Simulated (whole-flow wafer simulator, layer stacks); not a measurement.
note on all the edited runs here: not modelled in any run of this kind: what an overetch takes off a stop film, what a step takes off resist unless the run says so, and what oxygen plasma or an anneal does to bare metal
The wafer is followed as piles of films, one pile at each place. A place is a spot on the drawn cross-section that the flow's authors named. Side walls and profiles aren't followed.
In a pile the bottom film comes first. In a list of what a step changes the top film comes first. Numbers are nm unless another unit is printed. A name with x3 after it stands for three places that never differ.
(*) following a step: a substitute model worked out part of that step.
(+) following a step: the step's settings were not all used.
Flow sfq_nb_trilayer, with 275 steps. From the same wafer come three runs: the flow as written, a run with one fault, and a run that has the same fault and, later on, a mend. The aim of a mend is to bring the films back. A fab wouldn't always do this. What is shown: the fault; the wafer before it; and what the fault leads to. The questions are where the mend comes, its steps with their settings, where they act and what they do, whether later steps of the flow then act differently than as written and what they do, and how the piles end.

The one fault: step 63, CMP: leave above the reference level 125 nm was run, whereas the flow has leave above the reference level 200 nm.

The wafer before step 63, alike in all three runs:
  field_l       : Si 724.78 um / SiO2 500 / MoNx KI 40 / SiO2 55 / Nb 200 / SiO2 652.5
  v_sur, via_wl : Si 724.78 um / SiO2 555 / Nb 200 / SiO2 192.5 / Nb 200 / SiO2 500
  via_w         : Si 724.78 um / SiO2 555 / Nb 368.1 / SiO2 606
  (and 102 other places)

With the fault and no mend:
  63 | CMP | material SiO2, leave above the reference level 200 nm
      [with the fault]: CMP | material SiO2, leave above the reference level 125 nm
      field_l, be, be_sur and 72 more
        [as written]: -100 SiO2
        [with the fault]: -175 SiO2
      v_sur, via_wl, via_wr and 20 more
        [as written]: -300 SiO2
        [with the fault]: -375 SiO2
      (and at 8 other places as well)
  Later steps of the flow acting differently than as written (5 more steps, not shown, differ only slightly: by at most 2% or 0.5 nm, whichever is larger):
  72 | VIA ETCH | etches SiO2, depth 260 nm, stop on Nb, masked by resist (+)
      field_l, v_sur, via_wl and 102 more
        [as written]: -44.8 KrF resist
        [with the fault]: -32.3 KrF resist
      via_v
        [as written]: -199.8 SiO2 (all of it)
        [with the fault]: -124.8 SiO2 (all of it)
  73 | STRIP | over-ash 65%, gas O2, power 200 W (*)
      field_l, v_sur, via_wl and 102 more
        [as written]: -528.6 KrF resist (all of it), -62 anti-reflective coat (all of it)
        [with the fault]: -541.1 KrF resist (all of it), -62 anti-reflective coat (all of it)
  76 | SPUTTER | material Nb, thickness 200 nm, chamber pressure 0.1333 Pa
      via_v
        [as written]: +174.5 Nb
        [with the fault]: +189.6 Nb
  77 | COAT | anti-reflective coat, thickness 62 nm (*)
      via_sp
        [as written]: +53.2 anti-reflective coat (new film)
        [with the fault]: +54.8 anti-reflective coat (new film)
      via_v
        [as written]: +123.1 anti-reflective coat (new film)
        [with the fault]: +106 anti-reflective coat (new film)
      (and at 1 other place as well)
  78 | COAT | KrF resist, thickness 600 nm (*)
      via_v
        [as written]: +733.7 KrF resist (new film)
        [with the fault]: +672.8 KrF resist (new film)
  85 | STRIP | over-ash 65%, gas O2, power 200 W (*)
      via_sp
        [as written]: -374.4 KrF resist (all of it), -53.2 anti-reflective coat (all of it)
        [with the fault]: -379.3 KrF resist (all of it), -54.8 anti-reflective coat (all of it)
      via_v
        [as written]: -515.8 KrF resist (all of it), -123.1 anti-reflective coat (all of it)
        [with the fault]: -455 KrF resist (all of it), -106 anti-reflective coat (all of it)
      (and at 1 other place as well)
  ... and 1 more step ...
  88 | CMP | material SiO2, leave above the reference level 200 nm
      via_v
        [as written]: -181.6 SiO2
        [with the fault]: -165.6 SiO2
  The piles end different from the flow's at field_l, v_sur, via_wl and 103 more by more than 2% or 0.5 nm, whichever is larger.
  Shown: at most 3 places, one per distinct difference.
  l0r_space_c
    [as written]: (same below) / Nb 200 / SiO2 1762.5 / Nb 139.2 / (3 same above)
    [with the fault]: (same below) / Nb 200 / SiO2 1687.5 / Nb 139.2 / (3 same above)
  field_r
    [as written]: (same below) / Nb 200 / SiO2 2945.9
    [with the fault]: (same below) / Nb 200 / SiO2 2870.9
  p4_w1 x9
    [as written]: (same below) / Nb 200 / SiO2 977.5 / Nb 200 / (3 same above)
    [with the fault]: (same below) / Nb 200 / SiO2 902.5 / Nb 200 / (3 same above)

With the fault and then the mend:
  The mend stands after step 64.
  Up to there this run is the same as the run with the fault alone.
  64a | PECVD | material SiO2, thickness 75 nm, 150 C, 16.67 s, RF power 183.3 W, pressure 2.4 Torr, precursor SiH4/N2O (a further turn of the flow's step 62, with different settings)
      field_l, v_sur, via_wl and 103 more
        +75 SiO2
  None of the later steps of the flow differs from how it acts as written, at any place that is followed, by more than 2% or 0.5 nm, whichever is larger.
  The piles end only slightly different from the flow's at the places that both follow, by no more than 2% or 0.5 nm, whichever is larger.
